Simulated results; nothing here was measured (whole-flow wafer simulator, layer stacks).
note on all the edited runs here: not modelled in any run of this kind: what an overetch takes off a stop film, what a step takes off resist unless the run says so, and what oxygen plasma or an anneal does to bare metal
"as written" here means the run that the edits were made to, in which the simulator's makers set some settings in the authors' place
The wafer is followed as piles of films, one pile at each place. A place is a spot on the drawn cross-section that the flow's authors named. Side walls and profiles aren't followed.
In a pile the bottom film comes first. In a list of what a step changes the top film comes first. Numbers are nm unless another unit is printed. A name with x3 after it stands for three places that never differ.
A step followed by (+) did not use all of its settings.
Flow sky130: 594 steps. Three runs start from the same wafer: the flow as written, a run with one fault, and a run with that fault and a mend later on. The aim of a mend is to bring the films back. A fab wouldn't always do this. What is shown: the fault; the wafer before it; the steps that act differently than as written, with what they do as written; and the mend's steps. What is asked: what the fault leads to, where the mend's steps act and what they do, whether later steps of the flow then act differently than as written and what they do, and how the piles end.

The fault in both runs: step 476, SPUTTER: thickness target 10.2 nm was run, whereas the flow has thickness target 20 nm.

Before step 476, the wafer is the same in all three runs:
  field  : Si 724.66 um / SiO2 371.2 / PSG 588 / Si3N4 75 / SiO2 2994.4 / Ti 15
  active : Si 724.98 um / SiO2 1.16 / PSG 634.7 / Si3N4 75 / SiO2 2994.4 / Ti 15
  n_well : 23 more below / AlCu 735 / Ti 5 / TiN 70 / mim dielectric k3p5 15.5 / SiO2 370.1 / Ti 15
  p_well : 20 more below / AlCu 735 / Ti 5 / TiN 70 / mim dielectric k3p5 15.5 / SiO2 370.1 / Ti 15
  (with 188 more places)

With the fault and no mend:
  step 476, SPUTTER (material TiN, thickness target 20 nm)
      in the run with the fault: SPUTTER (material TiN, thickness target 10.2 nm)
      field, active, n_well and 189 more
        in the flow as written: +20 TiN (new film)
        in the run with the fault: +10.2 TiN (new film)
  Steps later in the flow that act otherwise than as written (12 more steps, not shown, differ only slightly: by at most 2% or 0.5 nm, whichever is larger):
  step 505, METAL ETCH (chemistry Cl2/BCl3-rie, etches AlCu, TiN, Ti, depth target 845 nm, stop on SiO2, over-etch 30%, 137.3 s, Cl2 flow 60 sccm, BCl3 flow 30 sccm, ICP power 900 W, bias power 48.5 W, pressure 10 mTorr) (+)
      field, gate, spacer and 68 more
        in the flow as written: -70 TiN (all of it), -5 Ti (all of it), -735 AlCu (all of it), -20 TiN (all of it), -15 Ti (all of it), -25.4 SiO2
        in the run with the fault: -70 TiN (all of it), -5 Ti (all of it), -735 AlCu (all of it), -10.2 TiN (all of it), -15 Ti (all of it), -26.3 SiO2
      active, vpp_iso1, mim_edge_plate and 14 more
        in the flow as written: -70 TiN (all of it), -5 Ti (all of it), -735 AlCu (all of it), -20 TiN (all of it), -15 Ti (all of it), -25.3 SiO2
        in the run with the fault: -70 TiN (all of it), -5 Ti (all of it), -735 AlCu (all of it), -10.2 TiN (all of it), -15 Ti (all of it), -26.3 SiO2
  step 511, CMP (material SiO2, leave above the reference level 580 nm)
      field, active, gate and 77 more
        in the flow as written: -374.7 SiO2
        in the run with the fault: -383.5 SiO2
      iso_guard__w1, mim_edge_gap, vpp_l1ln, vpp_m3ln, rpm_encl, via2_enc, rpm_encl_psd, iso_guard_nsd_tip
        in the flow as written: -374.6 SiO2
        in the run with the fault: -383.5 SiO2
  At n_well, p_well, gate_hv and 102 more, the piles at the end differ from the flow's by more than 2% or 0.5 nm, whichever is larger.
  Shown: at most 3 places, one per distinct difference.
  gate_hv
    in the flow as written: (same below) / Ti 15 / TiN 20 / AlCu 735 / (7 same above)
    in the run with the fault: (same below) / Ti 15 / TiN 10.2 / AlCu 735 / (7 same above)
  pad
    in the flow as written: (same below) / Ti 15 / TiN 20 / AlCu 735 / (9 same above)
    in the run with the fault: (same below) / Ti 15 / TiN 10.2 / AlCu 735 / (9 same above)
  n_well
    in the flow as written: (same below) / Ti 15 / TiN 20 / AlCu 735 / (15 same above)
    in the run with the fault: (same below) / Ti 15 / TiN 10.2 / AlCu 735 / (15 same above)

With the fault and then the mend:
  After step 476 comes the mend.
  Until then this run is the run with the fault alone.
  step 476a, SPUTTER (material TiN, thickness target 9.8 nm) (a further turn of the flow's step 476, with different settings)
      field, active, n_well and 189 more
        +9.8 TiN
  Later steps of the flow that are run all act as written at every place that is followed.
  The piles end the same as the flow's at every place that both follow.
